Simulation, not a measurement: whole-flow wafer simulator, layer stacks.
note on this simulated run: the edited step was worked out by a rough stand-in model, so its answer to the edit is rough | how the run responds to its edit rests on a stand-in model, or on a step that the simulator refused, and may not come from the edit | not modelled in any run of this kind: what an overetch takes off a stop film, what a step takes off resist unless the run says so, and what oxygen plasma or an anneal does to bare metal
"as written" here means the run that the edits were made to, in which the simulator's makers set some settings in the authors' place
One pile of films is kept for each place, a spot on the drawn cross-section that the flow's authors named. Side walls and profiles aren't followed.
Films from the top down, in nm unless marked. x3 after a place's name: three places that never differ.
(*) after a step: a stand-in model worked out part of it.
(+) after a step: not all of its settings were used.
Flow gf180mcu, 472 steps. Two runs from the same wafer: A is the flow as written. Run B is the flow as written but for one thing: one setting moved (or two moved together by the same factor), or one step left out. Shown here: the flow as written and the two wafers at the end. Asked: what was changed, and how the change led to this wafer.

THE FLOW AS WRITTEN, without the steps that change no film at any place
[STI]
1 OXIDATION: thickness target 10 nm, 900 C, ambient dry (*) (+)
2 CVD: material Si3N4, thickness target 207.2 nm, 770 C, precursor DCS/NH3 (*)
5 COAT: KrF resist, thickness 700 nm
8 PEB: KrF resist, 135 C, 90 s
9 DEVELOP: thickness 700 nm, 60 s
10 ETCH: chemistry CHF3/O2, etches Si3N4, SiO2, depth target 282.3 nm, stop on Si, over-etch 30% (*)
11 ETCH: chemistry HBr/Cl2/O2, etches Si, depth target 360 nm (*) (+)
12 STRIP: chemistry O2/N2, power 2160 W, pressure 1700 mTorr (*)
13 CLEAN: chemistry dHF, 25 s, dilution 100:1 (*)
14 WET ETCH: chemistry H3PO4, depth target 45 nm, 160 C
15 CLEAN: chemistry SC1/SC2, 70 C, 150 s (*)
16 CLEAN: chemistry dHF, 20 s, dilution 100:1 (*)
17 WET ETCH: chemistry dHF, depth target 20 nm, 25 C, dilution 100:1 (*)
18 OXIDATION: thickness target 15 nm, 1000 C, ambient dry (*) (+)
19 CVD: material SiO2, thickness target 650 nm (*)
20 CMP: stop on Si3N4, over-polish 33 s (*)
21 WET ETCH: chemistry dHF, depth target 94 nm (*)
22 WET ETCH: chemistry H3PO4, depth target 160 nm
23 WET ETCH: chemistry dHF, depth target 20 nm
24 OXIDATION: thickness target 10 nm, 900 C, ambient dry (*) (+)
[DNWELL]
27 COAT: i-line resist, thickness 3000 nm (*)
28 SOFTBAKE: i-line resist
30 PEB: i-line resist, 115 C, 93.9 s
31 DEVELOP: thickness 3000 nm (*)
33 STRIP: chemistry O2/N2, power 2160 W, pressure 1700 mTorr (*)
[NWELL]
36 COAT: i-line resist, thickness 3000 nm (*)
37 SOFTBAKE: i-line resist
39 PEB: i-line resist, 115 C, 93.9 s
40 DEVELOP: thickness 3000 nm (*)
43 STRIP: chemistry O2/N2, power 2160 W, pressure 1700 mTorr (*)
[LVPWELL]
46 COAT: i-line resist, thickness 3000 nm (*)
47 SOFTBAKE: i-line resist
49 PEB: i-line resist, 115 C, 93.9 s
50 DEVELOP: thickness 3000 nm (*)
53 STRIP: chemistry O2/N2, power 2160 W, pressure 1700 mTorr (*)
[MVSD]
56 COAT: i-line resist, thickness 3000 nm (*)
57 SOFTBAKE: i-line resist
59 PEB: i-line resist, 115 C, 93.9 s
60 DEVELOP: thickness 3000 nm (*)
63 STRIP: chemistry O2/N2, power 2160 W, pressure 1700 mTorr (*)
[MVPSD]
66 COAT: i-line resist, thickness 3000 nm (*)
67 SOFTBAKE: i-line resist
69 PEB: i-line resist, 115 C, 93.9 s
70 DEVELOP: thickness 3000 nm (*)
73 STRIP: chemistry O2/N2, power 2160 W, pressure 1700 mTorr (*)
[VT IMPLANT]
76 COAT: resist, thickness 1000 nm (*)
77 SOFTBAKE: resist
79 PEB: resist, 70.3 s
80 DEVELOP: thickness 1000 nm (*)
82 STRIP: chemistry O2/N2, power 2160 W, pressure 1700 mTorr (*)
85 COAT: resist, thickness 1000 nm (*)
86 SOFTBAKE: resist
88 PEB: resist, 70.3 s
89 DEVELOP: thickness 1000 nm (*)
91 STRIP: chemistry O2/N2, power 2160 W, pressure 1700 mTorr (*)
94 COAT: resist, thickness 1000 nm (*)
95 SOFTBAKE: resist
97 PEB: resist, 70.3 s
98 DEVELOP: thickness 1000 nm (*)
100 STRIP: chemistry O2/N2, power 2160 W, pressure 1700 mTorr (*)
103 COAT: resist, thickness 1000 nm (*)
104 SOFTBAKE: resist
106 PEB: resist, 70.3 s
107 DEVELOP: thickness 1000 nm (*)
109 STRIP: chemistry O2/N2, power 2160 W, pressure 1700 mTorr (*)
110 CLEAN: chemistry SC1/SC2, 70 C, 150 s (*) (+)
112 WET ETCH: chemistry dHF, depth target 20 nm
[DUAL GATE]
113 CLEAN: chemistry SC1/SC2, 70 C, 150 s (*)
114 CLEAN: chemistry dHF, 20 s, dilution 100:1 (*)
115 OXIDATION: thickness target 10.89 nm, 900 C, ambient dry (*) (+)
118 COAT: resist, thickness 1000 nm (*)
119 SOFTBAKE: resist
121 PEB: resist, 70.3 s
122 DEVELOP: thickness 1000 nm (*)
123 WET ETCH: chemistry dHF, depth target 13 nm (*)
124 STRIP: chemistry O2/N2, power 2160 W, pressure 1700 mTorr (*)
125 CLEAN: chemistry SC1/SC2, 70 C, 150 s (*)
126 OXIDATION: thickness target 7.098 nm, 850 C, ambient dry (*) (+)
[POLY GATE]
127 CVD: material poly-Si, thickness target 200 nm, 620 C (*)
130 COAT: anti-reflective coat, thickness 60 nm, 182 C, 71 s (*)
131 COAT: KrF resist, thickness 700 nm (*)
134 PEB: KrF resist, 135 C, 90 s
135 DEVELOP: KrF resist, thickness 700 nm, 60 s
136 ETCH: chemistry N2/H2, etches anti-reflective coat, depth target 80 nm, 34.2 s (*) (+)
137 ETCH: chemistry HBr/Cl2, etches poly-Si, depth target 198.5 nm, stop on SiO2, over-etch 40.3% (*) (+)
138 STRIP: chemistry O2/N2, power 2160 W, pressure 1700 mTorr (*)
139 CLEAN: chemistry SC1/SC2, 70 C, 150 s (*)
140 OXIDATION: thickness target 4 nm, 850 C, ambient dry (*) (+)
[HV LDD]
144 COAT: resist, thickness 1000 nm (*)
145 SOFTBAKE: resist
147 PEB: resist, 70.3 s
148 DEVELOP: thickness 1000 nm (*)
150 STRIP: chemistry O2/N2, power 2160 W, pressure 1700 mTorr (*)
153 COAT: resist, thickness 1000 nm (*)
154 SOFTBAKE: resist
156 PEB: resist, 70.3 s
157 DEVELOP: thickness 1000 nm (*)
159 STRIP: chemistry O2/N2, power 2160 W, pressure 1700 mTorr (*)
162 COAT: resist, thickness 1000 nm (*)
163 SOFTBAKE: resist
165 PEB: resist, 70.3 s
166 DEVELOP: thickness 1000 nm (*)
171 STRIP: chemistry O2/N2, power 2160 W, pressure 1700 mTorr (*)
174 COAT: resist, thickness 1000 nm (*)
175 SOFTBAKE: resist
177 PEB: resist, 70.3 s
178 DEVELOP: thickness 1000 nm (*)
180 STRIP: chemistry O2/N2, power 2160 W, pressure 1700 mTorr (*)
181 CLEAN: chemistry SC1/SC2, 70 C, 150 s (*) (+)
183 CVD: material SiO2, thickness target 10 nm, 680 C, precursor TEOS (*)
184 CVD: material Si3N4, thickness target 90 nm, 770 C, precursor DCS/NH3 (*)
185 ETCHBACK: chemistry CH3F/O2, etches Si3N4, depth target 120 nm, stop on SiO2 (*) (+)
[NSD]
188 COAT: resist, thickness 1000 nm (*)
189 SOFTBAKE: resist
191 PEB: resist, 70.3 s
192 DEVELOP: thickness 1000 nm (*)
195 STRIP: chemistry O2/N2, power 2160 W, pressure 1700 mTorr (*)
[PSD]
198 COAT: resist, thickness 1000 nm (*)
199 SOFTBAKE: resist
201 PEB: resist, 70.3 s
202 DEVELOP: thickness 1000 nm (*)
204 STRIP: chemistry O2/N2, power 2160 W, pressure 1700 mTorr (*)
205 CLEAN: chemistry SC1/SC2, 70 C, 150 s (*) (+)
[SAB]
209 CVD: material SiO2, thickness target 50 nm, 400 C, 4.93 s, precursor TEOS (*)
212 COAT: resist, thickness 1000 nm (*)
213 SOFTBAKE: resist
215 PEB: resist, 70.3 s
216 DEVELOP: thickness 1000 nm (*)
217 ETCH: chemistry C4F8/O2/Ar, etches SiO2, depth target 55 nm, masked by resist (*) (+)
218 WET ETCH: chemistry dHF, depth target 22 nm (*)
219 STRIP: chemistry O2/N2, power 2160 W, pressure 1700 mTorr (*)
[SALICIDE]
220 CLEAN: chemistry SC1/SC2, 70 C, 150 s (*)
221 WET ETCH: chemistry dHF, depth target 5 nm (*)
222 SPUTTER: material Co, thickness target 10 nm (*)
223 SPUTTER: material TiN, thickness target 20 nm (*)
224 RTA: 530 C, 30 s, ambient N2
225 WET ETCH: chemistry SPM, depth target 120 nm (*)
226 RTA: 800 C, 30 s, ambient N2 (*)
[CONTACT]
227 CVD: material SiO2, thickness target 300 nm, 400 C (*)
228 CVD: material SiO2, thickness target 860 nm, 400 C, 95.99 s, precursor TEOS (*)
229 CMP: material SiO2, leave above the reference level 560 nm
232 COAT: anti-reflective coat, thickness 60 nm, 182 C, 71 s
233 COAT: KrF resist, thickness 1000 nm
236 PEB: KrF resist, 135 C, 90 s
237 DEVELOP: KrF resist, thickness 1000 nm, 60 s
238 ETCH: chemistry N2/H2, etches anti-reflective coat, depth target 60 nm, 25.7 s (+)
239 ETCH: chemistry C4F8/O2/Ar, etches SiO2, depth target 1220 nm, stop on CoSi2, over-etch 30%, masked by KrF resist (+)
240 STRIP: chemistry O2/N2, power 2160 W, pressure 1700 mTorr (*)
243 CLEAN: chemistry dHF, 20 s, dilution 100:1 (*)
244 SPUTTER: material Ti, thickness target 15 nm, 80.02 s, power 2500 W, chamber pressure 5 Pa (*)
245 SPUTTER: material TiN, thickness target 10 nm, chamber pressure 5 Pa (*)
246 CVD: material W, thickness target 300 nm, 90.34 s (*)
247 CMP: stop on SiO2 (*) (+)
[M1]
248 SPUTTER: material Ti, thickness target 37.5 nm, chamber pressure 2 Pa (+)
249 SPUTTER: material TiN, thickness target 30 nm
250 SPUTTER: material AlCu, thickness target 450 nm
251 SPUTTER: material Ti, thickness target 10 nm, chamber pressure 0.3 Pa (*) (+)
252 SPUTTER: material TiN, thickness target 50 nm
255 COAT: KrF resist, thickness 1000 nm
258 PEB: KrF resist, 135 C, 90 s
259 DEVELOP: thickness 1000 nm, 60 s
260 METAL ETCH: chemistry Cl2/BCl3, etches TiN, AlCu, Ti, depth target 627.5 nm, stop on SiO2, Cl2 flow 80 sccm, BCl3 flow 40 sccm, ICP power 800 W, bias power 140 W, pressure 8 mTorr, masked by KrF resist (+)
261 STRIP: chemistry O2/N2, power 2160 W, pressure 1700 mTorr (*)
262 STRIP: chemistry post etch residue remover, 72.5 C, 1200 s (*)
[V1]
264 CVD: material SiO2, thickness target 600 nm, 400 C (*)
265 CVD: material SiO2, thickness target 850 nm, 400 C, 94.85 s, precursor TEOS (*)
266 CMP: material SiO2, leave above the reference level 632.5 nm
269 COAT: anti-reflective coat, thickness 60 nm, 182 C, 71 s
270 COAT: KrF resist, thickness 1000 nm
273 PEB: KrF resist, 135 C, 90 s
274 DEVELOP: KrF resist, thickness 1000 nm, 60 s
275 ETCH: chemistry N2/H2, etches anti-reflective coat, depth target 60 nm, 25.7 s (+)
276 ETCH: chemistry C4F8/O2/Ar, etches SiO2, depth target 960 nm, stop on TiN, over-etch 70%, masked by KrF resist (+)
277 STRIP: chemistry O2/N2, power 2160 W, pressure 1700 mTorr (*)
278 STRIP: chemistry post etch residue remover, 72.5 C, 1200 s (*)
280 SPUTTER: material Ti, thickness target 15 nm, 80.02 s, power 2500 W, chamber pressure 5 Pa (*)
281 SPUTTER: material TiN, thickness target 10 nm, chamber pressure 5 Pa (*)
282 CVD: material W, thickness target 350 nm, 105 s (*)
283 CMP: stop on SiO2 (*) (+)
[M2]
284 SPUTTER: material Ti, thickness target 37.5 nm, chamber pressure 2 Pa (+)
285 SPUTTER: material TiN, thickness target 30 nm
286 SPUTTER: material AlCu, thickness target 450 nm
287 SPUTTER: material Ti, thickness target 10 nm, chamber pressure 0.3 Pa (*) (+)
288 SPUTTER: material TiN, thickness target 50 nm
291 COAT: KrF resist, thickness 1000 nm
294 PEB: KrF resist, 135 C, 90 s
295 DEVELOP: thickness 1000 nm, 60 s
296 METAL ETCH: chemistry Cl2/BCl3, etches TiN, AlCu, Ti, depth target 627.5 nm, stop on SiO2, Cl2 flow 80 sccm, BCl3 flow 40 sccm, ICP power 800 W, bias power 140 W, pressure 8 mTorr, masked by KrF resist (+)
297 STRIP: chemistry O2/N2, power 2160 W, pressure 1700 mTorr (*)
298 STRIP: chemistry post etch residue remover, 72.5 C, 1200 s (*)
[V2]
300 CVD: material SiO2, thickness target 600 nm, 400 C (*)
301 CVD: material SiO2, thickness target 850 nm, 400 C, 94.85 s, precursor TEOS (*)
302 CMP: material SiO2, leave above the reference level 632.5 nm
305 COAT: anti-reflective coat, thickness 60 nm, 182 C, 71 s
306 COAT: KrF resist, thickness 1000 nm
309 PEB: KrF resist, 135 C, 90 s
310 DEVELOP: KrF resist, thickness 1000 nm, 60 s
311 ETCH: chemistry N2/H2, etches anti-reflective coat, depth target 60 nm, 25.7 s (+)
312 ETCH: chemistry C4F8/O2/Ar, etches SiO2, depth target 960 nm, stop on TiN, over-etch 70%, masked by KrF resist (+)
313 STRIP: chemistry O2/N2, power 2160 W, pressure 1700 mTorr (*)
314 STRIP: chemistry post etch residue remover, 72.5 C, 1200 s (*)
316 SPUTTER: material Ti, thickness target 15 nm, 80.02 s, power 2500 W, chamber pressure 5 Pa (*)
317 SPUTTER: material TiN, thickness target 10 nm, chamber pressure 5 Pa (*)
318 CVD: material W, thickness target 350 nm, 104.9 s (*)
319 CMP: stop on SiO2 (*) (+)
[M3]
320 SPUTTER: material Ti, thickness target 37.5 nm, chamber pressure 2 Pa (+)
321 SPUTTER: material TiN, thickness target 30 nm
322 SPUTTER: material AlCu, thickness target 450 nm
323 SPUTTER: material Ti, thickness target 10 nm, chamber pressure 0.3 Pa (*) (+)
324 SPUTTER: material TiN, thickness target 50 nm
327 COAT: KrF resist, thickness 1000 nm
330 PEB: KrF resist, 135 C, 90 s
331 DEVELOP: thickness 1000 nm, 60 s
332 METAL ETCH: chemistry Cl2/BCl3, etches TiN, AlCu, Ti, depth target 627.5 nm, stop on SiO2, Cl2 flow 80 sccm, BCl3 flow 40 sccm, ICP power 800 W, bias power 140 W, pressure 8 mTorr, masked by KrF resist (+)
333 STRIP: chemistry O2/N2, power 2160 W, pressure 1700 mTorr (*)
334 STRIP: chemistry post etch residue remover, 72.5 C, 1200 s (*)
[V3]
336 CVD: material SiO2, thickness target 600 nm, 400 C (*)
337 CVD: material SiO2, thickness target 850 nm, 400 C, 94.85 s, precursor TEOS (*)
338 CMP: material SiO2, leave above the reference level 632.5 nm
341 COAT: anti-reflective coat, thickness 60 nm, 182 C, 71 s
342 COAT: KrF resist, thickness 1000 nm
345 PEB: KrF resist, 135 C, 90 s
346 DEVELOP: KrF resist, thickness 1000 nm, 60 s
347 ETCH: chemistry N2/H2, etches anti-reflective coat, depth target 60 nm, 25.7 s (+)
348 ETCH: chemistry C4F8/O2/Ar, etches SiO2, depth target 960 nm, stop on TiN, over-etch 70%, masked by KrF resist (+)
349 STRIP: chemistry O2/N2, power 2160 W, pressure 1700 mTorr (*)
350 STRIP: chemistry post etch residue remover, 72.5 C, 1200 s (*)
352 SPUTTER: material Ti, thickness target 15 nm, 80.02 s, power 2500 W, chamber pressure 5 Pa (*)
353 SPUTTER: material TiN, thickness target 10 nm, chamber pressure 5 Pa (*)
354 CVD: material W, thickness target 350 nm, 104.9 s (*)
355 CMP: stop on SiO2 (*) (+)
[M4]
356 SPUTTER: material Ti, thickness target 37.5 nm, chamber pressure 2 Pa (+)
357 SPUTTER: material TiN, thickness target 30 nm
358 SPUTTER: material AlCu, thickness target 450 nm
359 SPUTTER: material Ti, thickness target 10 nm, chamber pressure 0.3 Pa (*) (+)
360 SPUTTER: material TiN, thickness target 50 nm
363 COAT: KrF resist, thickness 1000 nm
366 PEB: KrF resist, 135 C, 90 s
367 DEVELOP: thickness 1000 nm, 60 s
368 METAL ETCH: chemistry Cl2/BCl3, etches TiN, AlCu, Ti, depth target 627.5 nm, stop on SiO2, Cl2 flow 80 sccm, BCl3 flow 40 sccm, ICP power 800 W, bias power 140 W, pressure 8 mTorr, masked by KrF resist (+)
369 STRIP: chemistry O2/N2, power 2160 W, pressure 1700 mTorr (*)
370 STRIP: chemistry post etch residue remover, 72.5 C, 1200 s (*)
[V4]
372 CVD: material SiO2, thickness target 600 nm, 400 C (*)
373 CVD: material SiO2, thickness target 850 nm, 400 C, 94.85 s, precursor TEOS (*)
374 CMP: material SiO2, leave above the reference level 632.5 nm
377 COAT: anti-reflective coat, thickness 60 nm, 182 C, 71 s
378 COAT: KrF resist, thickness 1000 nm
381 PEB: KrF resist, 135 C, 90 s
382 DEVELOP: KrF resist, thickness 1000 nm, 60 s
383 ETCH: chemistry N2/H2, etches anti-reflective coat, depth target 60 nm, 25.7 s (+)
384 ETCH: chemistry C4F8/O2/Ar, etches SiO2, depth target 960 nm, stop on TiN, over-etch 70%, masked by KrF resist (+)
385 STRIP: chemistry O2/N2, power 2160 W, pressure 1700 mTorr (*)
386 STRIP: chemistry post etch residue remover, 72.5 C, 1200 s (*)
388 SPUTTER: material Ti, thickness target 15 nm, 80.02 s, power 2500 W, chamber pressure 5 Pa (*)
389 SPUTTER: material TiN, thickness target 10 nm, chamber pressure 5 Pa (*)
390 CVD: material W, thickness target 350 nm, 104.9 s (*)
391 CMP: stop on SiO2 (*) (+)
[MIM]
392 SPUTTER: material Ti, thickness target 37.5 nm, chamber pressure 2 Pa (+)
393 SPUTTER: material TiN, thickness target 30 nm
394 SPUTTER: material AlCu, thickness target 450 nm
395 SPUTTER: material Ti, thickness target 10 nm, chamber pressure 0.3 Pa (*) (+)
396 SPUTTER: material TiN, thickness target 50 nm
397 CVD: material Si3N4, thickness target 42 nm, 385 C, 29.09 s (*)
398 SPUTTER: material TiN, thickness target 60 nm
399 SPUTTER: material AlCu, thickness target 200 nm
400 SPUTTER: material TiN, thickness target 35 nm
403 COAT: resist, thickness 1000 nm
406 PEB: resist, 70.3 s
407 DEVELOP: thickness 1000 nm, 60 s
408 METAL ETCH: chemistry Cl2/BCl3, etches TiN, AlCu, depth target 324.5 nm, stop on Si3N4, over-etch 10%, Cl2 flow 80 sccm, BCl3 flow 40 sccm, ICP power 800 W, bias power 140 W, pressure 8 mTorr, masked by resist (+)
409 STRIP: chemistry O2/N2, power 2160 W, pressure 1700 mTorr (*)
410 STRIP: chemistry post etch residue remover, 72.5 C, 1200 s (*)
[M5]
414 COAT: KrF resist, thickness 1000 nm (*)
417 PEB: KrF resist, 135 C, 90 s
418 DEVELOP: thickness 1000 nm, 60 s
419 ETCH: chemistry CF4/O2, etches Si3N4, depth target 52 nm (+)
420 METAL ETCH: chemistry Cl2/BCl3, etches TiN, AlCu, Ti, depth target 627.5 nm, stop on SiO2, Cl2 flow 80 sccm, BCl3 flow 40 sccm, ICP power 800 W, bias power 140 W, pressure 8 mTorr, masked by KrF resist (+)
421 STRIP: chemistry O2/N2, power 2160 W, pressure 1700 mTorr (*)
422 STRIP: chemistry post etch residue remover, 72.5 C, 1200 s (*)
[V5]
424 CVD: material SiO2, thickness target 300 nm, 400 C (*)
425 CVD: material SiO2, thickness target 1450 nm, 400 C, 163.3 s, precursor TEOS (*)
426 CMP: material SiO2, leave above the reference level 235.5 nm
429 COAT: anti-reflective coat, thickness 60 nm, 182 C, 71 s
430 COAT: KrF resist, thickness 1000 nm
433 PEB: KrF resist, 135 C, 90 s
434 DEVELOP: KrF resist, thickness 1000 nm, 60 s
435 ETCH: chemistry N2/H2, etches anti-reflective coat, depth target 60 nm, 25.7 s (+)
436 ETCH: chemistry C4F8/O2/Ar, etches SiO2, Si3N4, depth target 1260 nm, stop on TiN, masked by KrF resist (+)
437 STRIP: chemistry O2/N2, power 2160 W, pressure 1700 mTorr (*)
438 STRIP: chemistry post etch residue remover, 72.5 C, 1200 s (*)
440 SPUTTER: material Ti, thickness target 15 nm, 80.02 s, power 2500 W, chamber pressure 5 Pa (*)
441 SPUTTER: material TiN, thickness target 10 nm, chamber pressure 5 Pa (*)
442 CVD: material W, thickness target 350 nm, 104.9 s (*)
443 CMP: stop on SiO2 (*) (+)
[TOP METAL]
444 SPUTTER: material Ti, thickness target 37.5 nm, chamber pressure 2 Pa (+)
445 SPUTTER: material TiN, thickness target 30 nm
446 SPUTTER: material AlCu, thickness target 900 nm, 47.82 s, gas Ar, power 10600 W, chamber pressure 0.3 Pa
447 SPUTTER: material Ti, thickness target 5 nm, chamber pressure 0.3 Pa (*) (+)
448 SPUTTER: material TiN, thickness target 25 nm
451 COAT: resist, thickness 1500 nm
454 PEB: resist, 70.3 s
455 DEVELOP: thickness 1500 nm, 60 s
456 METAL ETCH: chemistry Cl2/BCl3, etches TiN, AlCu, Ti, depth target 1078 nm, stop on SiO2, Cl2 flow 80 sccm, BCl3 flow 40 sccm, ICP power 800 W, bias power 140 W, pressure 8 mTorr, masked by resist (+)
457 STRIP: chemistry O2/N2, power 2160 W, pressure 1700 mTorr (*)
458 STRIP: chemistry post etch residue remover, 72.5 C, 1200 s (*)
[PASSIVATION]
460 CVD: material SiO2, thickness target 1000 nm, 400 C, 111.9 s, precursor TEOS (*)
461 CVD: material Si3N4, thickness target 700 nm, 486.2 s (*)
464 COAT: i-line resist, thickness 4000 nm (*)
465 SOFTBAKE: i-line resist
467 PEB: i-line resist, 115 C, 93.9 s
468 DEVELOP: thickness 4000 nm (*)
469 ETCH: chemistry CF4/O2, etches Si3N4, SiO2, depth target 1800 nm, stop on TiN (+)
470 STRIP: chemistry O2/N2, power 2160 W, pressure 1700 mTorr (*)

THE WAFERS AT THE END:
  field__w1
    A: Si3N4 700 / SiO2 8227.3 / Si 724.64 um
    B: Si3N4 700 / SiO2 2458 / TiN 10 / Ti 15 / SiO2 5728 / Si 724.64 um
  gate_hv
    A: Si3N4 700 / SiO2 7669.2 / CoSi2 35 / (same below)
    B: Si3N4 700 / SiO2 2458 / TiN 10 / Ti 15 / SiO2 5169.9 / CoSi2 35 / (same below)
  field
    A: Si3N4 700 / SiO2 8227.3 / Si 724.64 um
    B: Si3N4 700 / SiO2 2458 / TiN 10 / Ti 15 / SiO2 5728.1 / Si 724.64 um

The cause: step 373, CVD: thickness target 484 nm was run, where the flow has thickness target 850 nm; step 373, CVD: 54.07 s was run, where the flow has 94.85 s.

How the change led to this, step by step:
  373 CVD: material SiO2, thickness target 850 nm, 400 C, 94.85 s, precursor TEOS (*)
      field, field__w1, field__w2 and 108 more: A SiO2 +850 | B SiO2 +492.4
  374 CMP: material SiO2, leave above the reference level 632.5 nm
      field, field__w1, field__w2 and 103 more: A SiO2 -300 | B nothing
      field__w8, contact, m1, m1__w1, m1_nw: A SiO2 -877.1 | B SiO2 -519.4
  377 COAT: anti-reflective coat, thickness 60 nm, 182 C, 71 s
      field: A anti-reflective coat +60 (new film) | B anti-reflective coat +82.9 (new film)
      field__w8: A anti-reflective coat +60 (new film) | B anti-reflective coat +28.9 (new film)
      (and at 11 more places)
  378 COAT: KrF resist, thickness 1000 nm
      m1: A KrF resist +1000 (new film) | B KrF resist +978.4 (new film)
      m1_nw: A KrF resist +1000 (new film) | B KrF resist +976.2 (new film)
  383 ETCH: chemistry N2/H2, etches anti-reflective coat, depth target 60 nm, 25.7 s (+)
      contact: A anti-reflective coat -60 (all of it), SiO2 -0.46 | B anti-reflective coat -31 (all of it), SiO2 -1.21
  385 STRIP: chemistry O2/N2, power 2160 W, pressure 1700 mTorr (*)
      field: A KrF resist -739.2 (all of it), anti-reflective coat -60 (all of it) | B KrF resist -728.2 (all of it), anti-reflective coat -82.9 (all of it)
      field__w8: A KrF resist -739.2 (all of it), anti-reflective coat -60 (all of it) | B KrF resist -733.1 (all of it), anti-reflective coat -28.9 (all of it)
      (and at 12 more places)
  390 CVD: material W, thickness target 350 nm, 104.9 s (*)
      contact: A W +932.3 (new film) | B W +874.1 (new film)
  391 CMP: stop on SiO2 (*) (+)
      field, field__w1, field__w2 and 103 more: A W -350 (all of it), TiN -10 (all of it), Ti -15 (all of it), SiO2 -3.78 | B W -337.4
      field__w8, m1, m1__w1, m1_nw: A W -350 (all of it), TiN -10 (all of it), Ti -15 (all of it), SiO2 -3.78 | B W -350 (all of it), TiN -10 (all of it), Ti -15 (all of it), SiO2 -20
      (and at 1 more place)
  420 METAL ETCH: chemistry Cl2/BCl3, etches TiN, AlCu, Ti, depth target 627.5 nm, stop on SiO2, Cl2 flow 80 sccm, BCl3 flow 40 sccm, ICP power 800 W, bias power 140 W, pressure 8 mTorr, masked by KrF resist (+)
      field, field__w1, field__w2 and 101 more: A TiN -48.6 (all of it), Ti -10 (all of it), AlCu -450 (all of it), TiN -30 (all of it), Ti -37.5 (all of it) | B TiN -48.6 (all of it), Ti -10 (all of it), AlCu -450 (all of it), TiN -30 (all of it), Ti -37.5 (all of it), W -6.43
  422 STRIP: chemistry post etch residue remover, 72.5 C, 1200 s (*)
      field, field__w1, field__w2 and 101 more: A nothing | B W -6.22 (all of it)
  424 CVD: material SiO2, thickness target 300 nm, 400 C (*)
      field, field__w1, field__w2 and 101 more: A SiO2 +300 | B SiO2 +300 (new film)
  426 CMP: material SiO2, leave above the reference level 235.5 nm
      field, field__w1, field__w5 and 92 more: A SiO2 -300.8 | B SiO2 -288.2
      field__w2, field__w3, field__w12 and 6 more: A SiO2 -272.7 | B SiO2 -259.4
Counting metal films that touch as one body, field__w1 has 1 body; the flow as written gives 0 bodies.
Counting metal films that touch as one body, gate_hv has 2 bodies (between them, from the top down: SiO2 5169.9); the flow as written gives 1 body.
Counting metal films that touch as one body, field has 1 body; the flow as written gives 0 bodies.
